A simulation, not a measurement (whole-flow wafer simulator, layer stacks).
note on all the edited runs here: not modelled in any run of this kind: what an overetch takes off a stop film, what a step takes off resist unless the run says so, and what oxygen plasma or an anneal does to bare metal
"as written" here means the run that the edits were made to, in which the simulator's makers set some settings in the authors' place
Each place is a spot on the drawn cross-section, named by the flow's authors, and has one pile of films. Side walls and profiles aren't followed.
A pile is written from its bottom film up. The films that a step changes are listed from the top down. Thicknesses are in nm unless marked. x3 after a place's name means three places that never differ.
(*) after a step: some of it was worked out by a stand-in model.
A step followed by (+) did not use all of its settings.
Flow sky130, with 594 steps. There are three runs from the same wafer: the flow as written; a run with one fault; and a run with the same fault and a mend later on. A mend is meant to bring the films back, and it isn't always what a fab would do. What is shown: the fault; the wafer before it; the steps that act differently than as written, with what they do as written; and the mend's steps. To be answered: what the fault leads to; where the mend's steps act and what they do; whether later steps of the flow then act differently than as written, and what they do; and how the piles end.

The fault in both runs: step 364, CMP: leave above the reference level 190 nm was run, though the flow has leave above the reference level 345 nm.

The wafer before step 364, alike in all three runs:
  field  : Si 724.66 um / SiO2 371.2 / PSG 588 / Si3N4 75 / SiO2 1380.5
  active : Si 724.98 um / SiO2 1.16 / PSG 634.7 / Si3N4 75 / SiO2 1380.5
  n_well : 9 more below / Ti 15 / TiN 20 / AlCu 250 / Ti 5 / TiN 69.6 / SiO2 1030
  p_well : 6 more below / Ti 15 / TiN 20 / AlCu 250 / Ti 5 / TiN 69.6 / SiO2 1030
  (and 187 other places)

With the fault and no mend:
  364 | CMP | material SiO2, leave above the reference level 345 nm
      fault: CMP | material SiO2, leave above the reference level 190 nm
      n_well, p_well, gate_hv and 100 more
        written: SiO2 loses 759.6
        fault: SiO2 loses 914.6
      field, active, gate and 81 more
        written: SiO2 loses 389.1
        fault: SiO2 loses 544.1
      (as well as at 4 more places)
  Steps later in the flow that act otherwise than as written (not shown: 3 more steps that differ only slightly, by at most 2% or 0.5 nm, whichever is larger):
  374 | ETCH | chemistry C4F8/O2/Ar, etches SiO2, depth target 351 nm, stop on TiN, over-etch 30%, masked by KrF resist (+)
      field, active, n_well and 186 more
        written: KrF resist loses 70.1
        fault: KrF resist loses 29.8
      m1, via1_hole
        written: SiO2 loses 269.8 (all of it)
        fault: SiO2 loses 114.8 (all of it)
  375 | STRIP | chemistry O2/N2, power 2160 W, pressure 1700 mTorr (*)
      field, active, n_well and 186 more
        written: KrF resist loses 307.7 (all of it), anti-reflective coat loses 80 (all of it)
        fault: KrF resist loses 348 (all of it), anti-reflective coat loses 80 (all of it)
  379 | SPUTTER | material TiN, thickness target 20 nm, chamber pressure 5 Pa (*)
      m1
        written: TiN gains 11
        fault: TiN gains 14.5
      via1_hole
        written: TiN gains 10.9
        fault: TiN gains 14.5
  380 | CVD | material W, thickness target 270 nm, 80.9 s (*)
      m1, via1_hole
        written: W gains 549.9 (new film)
        fault: W gains 391.3 (new film)
  At field, active, n_well and 190 more, the piles at the end differ from the flow's by more than 2% or 0.5 nm, whichever is larger.
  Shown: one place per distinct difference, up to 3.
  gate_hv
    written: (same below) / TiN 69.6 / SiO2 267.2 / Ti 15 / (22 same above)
    fault: (same below) / TiN 69.6 / SiO2 112.2 / Ti 15 / (22 same above)
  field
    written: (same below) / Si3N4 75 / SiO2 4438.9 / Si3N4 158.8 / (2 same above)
    fault: (same below) / Si3N4 75 / SiO2 4283.9 / Si3N4 158.8 / (2 same above)
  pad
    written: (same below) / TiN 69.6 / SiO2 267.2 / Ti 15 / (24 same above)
    fault: (same below) / TiN 69.6 / SiO2 112.2 / Ti 15 / (24 same above)

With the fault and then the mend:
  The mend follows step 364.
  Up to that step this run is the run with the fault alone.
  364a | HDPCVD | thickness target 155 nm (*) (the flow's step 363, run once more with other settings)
      field, active, n_well and 188 more
        SiO2 gains 155
  Every later step of the flow that is run acts as written, at every place that is followed, to within 2% or 0.5 nm, whichever is larger.
  The piles end the same as the flow's at every place that both follow.
